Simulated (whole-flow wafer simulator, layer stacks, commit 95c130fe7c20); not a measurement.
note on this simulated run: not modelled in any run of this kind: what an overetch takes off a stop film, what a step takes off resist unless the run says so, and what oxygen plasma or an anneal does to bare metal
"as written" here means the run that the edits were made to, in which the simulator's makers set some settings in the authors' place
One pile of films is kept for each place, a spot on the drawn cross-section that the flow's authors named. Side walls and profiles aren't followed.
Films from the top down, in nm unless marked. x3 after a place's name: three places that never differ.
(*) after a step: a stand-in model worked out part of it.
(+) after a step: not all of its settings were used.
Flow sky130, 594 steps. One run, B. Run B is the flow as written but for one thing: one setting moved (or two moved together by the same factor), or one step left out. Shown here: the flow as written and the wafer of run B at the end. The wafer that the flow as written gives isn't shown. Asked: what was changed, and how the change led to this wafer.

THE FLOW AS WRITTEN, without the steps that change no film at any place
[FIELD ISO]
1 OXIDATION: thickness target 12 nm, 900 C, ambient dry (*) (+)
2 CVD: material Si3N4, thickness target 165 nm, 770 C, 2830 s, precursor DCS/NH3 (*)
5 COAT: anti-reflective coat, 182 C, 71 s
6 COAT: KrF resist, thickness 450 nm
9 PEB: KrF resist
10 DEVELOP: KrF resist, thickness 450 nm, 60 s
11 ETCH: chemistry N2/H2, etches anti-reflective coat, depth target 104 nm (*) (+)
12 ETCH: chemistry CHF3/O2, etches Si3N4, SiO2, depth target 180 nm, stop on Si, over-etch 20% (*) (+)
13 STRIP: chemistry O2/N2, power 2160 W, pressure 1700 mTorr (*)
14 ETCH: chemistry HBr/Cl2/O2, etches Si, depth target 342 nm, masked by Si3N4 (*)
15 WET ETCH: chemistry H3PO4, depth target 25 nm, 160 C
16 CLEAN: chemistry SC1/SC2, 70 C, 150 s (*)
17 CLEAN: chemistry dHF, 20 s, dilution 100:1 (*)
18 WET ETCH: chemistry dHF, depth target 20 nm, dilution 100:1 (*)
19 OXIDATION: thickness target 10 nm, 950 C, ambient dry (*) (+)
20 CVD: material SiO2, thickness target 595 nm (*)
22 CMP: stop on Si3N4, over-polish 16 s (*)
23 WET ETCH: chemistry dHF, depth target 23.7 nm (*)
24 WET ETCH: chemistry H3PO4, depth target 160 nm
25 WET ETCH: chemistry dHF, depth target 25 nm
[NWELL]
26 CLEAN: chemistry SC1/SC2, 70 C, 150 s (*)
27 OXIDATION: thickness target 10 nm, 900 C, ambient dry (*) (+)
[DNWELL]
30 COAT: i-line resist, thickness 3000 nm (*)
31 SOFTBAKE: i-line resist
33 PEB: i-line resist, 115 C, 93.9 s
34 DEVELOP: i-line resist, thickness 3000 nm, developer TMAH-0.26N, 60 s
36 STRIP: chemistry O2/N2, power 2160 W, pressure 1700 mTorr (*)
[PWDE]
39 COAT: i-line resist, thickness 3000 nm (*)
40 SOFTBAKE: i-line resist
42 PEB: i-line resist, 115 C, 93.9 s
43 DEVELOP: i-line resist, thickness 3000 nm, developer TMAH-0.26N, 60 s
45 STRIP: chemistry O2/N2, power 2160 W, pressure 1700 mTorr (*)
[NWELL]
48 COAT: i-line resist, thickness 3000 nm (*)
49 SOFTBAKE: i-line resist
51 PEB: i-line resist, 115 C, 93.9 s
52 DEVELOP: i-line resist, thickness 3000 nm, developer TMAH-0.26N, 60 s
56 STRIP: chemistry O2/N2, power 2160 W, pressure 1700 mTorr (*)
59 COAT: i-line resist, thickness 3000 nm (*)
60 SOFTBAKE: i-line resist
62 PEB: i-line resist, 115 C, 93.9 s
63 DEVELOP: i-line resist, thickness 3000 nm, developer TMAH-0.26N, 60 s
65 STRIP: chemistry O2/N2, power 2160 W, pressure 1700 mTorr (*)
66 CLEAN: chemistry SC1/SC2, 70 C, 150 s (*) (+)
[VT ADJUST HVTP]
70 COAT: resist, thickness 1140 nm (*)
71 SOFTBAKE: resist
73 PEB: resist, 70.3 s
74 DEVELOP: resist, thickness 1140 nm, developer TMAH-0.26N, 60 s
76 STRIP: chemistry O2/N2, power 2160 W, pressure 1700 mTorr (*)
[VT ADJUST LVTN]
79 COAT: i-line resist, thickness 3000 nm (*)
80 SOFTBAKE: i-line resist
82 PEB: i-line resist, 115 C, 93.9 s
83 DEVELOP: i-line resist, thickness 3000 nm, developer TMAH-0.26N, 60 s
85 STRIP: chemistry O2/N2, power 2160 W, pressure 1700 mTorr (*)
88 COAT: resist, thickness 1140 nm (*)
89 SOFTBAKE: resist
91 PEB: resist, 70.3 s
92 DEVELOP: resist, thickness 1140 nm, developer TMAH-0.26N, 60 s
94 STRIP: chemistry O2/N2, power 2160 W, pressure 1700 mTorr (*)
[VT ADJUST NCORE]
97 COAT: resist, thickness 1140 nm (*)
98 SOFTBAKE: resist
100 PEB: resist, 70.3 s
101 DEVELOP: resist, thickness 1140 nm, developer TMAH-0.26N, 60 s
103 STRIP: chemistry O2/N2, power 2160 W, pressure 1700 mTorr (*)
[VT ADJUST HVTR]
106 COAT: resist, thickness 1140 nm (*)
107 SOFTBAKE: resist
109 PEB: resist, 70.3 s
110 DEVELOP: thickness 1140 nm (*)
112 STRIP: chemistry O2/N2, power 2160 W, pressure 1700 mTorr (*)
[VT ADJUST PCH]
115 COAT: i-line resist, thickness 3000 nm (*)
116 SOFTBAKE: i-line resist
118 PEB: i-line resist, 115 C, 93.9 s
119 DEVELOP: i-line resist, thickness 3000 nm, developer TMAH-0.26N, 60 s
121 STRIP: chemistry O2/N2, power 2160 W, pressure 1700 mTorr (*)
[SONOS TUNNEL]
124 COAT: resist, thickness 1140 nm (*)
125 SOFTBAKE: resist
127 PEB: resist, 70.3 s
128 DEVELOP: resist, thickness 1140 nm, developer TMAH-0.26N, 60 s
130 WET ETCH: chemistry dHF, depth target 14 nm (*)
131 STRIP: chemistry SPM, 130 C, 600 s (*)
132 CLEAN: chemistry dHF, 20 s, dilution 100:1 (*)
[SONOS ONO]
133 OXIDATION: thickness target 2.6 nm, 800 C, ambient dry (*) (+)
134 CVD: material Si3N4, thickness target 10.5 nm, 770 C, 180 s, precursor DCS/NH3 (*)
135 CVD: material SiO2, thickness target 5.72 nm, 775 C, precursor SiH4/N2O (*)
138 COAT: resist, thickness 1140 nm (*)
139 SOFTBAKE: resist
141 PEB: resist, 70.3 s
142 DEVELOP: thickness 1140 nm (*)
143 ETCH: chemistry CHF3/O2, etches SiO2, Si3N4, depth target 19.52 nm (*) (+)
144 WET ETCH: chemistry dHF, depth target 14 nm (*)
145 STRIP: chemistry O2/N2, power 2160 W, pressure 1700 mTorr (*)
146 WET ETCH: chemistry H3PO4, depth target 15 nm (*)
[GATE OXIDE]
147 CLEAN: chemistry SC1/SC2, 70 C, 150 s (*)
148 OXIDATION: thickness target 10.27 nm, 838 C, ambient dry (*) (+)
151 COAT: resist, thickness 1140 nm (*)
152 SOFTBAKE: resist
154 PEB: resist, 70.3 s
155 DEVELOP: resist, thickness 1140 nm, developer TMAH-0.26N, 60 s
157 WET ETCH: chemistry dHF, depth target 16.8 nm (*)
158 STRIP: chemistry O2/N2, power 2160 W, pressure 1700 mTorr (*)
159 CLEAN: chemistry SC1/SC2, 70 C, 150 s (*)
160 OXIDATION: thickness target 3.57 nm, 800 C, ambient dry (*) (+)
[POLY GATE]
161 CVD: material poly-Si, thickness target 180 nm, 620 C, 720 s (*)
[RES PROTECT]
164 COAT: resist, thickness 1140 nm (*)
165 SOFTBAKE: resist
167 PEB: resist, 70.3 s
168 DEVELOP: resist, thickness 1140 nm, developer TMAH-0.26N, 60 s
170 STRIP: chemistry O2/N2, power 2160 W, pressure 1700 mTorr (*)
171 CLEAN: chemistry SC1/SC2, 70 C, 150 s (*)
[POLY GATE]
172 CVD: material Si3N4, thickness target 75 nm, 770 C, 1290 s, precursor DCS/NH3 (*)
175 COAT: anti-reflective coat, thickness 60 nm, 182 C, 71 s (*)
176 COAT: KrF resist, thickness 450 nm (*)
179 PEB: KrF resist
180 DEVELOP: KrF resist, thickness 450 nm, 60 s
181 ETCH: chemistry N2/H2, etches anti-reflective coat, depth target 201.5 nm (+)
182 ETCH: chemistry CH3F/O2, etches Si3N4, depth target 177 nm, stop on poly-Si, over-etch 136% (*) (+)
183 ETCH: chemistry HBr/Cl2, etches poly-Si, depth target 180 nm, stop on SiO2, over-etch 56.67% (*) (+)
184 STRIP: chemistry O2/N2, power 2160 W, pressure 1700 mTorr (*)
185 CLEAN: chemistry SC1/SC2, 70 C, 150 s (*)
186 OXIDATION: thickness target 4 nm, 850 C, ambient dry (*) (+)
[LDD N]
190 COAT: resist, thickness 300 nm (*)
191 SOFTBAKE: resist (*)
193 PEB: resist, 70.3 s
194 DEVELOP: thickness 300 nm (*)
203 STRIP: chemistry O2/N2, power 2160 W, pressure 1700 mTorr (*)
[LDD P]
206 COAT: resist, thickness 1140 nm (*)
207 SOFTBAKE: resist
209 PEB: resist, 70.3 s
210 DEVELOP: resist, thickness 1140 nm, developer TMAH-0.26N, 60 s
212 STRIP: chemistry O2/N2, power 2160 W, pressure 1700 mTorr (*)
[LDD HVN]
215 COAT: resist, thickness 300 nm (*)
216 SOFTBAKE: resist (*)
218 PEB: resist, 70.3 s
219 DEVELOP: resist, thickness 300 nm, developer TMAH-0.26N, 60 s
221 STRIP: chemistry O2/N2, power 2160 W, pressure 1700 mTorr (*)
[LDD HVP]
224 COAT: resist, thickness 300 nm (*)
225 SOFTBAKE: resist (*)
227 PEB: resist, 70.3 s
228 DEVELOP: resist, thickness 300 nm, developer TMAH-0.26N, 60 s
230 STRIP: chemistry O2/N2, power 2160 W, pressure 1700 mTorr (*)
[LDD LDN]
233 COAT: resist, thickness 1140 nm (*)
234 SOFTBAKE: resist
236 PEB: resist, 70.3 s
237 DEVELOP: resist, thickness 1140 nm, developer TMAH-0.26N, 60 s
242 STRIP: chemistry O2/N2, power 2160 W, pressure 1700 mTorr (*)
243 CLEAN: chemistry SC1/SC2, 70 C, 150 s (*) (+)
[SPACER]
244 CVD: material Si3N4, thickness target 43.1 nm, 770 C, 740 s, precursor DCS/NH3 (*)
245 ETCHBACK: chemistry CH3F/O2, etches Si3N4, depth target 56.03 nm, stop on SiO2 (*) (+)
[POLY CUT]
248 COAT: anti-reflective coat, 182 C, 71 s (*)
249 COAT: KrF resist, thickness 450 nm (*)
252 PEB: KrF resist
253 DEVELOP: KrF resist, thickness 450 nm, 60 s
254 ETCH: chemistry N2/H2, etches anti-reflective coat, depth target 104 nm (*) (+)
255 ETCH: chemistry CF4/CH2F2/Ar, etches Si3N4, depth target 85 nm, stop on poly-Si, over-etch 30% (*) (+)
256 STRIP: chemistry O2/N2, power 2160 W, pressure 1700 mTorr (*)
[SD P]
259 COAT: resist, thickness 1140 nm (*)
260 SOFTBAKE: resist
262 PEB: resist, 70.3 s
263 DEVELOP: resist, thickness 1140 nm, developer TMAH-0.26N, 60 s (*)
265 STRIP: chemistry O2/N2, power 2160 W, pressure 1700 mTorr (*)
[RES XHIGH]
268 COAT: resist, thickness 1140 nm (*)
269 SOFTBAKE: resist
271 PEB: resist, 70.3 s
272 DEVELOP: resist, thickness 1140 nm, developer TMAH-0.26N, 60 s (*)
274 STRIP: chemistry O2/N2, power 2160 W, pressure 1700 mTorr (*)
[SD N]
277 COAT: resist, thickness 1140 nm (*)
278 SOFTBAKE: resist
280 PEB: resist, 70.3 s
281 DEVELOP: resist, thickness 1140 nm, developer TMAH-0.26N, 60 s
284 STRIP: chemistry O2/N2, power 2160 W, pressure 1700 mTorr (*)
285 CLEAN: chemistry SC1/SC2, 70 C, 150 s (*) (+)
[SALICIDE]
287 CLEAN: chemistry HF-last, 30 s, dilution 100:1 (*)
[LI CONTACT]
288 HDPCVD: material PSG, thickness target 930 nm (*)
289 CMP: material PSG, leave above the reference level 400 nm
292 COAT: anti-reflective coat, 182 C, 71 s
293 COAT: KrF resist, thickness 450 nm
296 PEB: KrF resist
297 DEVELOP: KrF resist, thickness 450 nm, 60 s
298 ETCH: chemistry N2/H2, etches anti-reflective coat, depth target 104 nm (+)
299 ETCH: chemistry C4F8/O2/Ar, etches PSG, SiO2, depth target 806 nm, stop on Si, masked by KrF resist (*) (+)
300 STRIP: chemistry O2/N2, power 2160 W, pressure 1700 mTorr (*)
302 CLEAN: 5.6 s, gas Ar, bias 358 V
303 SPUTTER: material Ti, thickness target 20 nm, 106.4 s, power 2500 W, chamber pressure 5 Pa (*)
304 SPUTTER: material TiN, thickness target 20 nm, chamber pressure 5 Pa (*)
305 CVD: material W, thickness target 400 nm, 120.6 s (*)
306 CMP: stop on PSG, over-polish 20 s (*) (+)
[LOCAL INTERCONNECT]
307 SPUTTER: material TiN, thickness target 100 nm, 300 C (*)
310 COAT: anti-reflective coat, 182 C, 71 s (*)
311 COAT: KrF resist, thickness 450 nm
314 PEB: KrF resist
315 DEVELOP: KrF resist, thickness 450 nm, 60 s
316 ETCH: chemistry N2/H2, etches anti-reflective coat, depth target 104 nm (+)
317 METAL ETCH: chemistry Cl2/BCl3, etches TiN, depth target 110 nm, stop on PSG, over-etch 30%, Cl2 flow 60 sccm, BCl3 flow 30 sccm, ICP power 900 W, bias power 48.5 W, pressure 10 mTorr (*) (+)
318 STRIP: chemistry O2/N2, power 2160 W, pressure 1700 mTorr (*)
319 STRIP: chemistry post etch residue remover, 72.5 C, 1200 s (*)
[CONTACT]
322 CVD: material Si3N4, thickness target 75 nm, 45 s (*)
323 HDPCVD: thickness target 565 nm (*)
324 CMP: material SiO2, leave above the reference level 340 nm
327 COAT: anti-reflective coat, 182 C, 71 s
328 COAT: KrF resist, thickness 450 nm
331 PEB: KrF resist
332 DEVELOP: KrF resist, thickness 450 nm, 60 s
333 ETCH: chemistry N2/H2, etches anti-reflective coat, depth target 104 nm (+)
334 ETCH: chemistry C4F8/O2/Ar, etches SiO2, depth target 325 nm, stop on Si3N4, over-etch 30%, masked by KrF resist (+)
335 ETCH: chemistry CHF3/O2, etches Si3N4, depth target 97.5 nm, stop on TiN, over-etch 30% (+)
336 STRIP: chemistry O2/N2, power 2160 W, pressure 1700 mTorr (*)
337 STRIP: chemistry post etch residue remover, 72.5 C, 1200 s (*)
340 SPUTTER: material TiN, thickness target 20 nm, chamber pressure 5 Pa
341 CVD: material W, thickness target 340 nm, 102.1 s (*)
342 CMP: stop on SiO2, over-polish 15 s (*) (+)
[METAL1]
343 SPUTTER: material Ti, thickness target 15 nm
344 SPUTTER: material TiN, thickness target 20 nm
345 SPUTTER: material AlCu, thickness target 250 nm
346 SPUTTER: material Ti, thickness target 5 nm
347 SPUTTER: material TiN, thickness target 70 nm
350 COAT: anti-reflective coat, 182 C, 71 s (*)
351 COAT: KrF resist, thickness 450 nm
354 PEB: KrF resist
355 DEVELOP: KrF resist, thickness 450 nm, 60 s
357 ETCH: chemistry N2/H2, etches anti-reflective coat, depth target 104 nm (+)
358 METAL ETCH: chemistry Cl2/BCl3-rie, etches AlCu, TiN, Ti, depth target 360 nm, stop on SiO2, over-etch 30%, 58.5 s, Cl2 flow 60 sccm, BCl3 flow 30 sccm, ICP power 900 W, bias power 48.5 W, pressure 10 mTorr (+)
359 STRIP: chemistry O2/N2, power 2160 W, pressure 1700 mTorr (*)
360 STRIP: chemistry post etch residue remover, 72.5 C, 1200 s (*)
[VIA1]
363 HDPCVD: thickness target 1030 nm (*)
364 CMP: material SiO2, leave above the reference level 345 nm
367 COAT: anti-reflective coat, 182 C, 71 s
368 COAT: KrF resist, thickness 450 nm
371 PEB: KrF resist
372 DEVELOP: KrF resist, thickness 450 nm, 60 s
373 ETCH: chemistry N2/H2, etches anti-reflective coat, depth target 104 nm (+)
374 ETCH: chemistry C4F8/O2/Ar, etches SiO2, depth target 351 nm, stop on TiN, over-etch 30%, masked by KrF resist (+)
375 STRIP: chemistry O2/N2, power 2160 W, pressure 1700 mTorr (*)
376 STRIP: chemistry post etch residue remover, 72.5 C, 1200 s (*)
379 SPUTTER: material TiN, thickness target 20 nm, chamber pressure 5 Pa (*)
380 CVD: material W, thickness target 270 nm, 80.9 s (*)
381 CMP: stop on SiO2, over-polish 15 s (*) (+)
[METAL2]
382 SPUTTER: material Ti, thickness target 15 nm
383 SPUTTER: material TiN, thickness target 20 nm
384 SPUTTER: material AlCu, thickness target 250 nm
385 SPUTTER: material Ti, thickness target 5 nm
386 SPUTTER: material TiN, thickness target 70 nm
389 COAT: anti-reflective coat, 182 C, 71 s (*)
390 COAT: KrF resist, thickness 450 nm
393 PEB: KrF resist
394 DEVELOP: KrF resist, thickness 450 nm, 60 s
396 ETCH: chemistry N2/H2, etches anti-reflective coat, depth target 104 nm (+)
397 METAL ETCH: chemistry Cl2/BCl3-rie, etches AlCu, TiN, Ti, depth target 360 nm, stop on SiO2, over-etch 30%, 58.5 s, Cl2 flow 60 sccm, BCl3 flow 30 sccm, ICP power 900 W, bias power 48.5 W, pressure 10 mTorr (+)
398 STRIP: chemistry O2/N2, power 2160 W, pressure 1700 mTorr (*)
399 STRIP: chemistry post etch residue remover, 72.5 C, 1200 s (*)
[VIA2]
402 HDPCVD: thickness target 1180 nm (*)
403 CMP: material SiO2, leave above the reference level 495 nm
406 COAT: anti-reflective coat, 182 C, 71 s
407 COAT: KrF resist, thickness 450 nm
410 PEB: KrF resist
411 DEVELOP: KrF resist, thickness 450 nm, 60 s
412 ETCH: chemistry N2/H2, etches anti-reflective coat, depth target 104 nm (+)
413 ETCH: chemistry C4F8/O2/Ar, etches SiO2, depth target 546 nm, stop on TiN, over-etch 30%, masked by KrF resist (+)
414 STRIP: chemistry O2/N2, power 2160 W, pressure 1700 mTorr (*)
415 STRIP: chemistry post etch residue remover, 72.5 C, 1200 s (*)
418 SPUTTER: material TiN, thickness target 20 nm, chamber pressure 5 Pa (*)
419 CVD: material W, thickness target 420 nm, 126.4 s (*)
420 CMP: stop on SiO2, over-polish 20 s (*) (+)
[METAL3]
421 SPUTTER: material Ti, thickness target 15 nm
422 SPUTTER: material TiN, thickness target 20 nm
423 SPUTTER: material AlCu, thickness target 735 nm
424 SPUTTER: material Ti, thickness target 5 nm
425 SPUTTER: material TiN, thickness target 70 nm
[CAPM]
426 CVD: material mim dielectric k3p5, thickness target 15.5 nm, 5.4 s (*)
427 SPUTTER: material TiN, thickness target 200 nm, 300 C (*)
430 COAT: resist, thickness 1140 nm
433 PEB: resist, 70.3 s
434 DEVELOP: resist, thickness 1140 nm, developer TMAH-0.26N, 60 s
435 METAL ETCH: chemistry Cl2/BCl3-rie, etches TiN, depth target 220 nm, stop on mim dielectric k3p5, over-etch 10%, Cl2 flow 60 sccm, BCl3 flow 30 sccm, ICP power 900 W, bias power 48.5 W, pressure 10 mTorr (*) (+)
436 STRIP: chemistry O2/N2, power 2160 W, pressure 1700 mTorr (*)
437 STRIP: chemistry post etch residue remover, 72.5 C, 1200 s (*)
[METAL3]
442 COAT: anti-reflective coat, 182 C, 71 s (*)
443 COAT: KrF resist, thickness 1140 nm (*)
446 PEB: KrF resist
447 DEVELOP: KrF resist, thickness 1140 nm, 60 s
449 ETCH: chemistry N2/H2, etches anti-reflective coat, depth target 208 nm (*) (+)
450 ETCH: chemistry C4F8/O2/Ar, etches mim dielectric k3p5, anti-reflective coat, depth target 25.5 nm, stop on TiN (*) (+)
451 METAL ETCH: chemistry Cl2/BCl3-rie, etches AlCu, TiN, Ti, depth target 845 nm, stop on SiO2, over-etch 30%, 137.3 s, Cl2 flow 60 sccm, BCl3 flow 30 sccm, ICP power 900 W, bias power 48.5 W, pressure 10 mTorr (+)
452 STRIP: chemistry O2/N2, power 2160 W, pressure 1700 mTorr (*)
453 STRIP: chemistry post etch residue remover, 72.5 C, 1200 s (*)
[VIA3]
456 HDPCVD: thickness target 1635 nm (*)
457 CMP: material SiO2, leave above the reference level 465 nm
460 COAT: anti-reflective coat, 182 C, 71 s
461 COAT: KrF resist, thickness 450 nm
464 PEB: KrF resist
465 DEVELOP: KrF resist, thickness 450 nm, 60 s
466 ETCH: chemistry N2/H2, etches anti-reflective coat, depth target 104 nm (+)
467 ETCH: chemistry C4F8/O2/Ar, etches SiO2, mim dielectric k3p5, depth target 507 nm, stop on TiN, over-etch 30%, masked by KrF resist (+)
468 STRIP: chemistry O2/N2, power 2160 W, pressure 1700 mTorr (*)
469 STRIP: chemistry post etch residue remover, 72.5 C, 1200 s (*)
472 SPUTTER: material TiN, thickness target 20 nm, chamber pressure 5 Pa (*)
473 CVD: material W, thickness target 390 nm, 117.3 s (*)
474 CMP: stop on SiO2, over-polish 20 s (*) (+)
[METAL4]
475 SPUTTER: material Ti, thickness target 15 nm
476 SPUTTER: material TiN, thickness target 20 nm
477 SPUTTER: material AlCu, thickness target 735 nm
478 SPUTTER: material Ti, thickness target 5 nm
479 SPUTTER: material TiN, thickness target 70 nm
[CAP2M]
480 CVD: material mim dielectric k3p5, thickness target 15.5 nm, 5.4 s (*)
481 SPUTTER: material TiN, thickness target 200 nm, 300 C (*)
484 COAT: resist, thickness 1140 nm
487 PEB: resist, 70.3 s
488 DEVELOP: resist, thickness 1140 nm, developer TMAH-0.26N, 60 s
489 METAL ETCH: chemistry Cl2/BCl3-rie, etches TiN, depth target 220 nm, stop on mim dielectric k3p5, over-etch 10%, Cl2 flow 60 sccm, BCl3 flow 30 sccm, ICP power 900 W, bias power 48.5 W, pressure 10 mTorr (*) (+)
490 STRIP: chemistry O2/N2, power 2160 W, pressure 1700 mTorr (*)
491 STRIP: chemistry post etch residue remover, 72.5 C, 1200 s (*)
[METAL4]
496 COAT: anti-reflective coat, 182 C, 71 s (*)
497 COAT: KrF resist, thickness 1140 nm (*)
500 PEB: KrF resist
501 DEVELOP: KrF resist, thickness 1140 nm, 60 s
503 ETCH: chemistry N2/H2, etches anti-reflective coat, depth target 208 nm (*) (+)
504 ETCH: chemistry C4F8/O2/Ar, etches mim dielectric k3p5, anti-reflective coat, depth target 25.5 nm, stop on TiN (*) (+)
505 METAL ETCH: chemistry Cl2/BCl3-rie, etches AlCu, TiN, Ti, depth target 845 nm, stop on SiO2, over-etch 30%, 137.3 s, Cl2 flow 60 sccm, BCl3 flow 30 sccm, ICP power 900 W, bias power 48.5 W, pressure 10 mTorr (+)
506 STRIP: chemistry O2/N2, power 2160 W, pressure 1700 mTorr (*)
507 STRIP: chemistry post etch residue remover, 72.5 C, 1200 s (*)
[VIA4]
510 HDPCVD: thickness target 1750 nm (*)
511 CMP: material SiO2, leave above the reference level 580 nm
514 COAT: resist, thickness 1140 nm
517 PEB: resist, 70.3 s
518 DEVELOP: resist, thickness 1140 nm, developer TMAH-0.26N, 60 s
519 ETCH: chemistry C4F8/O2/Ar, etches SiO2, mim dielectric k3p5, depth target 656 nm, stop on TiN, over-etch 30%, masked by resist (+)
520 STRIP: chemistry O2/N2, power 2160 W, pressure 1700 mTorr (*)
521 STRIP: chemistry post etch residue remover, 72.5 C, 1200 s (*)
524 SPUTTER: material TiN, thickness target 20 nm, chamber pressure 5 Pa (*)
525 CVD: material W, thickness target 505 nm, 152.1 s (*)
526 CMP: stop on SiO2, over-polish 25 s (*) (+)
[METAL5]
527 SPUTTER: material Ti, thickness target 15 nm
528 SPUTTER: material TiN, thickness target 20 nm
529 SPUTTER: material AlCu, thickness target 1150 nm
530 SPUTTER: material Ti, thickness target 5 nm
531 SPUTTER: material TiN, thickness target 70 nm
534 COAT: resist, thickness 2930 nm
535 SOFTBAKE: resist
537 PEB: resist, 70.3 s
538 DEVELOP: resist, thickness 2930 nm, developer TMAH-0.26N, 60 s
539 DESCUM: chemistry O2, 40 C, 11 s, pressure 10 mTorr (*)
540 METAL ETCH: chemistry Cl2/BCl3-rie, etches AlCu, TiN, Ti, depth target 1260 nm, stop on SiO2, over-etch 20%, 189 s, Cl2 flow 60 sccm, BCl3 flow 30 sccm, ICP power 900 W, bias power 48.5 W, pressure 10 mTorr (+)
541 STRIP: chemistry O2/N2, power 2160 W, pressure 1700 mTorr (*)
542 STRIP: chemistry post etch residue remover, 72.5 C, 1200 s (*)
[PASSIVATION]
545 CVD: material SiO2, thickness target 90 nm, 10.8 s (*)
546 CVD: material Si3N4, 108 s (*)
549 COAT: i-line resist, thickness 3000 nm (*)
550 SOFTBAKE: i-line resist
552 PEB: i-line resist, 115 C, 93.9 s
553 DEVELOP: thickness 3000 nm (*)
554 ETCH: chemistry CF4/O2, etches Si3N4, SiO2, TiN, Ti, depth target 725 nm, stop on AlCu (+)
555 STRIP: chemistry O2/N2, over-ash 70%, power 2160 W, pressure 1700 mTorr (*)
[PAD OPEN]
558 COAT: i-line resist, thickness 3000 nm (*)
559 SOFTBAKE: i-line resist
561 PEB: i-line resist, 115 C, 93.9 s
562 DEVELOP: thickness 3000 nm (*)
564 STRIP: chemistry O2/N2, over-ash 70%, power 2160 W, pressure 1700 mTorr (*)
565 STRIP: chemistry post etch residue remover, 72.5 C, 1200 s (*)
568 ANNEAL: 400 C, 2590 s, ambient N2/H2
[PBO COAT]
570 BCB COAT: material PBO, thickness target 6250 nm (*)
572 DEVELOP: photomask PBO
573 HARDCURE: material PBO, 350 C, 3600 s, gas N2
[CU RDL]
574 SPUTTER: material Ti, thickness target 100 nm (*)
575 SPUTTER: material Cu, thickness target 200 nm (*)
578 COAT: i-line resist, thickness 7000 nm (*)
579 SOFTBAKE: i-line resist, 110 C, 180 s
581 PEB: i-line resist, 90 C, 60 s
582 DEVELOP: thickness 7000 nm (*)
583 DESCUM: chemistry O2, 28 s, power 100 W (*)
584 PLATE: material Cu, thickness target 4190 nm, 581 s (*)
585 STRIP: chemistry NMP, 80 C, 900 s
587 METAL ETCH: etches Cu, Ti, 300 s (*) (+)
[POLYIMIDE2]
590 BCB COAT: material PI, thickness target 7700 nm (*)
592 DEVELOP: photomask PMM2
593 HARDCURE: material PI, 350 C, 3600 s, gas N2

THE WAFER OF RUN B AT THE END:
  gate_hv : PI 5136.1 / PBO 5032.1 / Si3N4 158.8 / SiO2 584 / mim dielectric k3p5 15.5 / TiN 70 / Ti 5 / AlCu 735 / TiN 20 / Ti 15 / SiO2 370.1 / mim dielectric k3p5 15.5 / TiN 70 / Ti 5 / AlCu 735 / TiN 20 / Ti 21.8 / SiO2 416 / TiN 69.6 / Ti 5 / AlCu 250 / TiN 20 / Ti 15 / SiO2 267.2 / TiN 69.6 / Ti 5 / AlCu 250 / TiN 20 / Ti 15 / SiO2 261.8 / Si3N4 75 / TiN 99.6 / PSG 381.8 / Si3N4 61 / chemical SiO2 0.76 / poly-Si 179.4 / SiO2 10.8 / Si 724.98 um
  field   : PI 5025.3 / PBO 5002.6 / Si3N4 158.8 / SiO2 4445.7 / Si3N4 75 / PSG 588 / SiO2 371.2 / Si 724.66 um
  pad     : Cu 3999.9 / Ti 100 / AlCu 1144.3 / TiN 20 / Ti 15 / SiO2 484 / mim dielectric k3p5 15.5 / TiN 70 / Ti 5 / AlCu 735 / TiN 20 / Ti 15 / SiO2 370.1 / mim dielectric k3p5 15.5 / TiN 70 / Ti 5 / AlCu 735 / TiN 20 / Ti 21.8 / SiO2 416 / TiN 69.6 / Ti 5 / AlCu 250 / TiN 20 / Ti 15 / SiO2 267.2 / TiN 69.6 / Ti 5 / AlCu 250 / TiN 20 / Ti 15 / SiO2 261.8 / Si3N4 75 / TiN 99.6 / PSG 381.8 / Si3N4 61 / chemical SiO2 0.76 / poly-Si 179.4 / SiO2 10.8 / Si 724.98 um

The cause: step 421, SPUTTER: thickness target 21.8 nm was run, where the flow has thickness target 15 nm.
It can be read off the wafer: gate_hv has Ti 21.8, and step 421 as written asks for 15 nm.

How the change led to this, step by step:
  421 SPUTTER: material Ti, thickness target 15 nm
      field, active, n_well and 188 more: Ti +21.8 (new film) (as written it would be: Ti +15 (new film))
  451 METAL ETCH: chemistry Cl2/BCl3-rie, etches AlCu, TiN, Ti, depth target 845 nm, stop on SiO2, over-etch 30%, 137.3 s, Cl2 flow 60 sccm, BCl3 flow 30 sccm, ICP power 900 W, bias power 48.5 W, pressure 10 mTorr (+)
      field, gate, spacer and 68 more: TiN -70 (all of it), Ti -5 (all of it), AlCu -735 (all of it), TiN -20 (all of it), Ti -21.8 (all of it), SiO2 -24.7 (as written it would be: TiN -70 (all of it), Ti -5 (all of it), AlCu -735 (all of it), TiN -20 (all of it), Ti -15 (all of it), SiO2 -25.4)
      active, vpp_ln, vpp_iso2 and 11 more: TiN -70 (all of it), Ti -5 (all of it), AlCu -735 (all of it), TiN -20 (all of it), Ti -21.8 (all of it), SiO2 -24.7 (as written it would be: TiN -70 (all of it), Ti -5 (all of it), AlCu -735 (all of it), TiN -20 (all of it), Ti -15 (all of it), SiO2 -25.3)
